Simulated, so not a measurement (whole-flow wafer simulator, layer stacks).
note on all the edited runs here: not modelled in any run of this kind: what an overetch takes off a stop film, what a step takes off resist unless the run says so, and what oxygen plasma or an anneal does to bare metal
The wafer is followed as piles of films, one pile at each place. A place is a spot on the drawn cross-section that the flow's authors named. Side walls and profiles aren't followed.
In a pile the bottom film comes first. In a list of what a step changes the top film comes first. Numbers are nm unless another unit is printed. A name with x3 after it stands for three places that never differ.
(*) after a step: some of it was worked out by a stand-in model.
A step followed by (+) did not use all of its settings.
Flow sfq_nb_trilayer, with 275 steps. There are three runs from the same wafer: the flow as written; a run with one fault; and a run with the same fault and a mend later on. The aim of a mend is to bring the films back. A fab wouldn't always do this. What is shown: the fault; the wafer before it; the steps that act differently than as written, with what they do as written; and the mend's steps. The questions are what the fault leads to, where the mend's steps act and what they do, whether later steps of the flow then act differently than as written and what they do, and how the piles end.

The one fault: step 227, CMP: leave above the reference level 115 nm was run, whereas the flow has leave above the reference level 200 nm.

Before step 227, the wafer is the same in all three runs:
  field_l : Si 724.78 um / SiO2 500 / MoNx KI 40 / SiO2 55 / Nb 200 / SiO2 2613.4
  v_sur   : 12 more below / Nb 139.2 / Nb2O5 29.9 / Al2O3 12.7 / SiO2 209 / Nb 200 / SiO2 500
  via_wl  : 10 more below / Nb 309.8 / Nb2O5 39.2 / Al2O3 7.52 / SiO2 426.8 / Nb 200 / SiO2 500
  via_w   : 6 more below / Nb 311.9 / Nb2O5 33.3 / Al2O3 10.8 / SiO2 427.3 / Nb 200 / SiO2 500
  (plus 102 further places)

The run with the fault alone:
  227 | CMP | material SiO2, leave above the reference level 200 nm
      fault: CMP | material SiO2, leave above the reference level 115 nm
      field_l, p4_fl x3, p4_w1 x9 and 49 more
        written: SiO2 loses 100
        fault: SiO2 loses 185
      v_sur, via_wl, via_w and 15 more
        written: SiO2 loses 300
        fault: SiO2 loses 385
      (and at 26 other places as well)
  Steps later in the flow that act otherwise than as written (not shown: 3 more steps that differ only slightly, by at most 2% or 0.5 nm, whichever is larger):
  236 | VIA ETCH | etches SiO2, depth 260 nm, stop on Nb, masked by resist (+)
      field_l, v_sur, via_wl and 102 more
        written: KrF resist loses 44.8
        fault: KrF resist loses 29.7
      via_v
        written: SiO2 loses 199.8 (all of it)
        fault: SiO2 loses 114.8 (all of it)
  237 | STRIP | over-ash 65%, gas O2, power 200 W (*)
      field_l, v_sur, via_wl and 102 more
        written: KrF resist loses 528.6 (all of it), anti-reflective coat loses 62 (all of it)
        fault: KrF resist loses 543.7 (all of it), anti-reflective coat loses 62 (all of it)
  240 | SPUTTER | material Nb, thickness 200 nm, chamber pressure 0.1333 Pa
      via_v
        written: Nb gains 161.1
        fault: Nb gains 182
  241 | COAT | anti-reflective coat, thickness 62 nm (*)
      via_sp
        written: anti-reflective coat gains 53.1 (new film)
        fault: anti-reflective coat gains 54.8 (new film)
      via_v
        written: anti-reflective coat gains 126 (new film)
        fault: anti-reflective coat gains 106.1 (new film)
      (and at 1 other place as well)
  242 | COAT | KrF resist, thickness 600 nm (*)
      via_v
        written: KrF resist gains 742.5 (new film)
        fault: KrF resist gains 670.8 (new film)
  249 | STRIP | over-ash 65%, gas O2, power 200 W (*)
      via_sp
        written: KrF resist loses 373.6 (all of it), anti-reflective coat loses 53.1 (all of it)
        fault: KrF resist loses 379.5 (all of it), anti-reflective coat loses 54.8 (all of it)
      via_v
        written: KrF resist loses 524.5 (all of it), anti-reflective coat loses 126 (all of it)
        fault: KrF resist loses 453 (all of it), anti-reflective coat loses 106.1 (all of it)
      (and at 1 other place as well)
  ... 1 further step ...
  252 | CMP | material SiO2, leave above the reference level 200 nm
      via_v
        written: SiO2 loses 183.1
        fault: SiO2 loses 168
  At field_l, v_sur, via_wl and 103 more, the piles at the end differ from the flow's by more than 2% or 0.5 nm, whichever is larger.
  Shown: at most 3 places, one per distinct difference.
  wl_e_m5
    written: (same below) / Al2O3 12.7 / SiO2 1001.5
    fault: (same below) / Al2O3 12.7 / SiO2 916.5
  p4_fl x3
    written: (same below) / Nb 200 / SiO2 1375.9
    fault: (same below) / Nb 200 / SiO2 1290.9
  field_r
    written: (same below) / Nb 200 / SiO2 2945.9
    fault: (same below) / Nb 200 / SiO2 2860.9

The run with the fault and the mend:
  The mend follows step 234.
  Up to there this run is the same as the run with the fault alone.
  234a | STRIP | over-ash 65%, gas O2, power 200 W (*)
      field_l, v_sur, via_wl and 102 more
        KrF resist loses 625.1 (all of it), anti-reflective coat loses 62 (all of it)
      via_v
        anti-reflective coat loses 62 (all of it)
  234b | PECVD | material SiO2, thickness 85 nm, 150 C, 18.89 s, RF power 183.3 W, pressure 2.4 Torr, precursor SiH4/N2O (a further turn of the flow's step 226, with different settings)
      field_l, v_sur, via_wl and 103 more
        SiO2 gains 85
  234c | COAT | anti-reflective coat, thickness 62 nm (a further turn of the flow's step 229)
      field_l, v_sur, via_wl and 103 more
        anti-reflective coat gains 62 (new film)
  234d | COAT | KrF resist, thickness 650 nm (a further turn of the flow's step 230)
      field_l, v_sur, via_wl and 103 more
        KrF resist gains 650 (new film)
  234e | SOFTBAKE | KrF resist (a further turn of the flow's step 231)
      leaves every film unchanged at each place that is followed
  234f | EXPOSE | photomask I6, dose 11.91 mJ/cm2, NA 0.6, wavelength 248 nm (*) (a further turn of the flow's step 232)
      leaves every film unchanged at each place that is followed
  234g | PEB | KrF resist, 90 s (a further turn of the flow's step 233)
      field_l, v_sur, via_wl and 103 more
        KrF resist loses 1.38
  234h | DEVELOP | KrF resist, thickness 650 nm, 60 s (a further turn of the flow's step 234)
      field_l, v_sur, via_wl and 102 more
        KrF resist loses 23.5
      via_v
        KrF resist loses 648.6 (all of it)
  None of the later steps of the flow differs from how it acts as written, at any place that is followed, by more than 2% or 0.5 nm, whichever is larger.
  At every place that both follow, the piles at the end match the flow's.
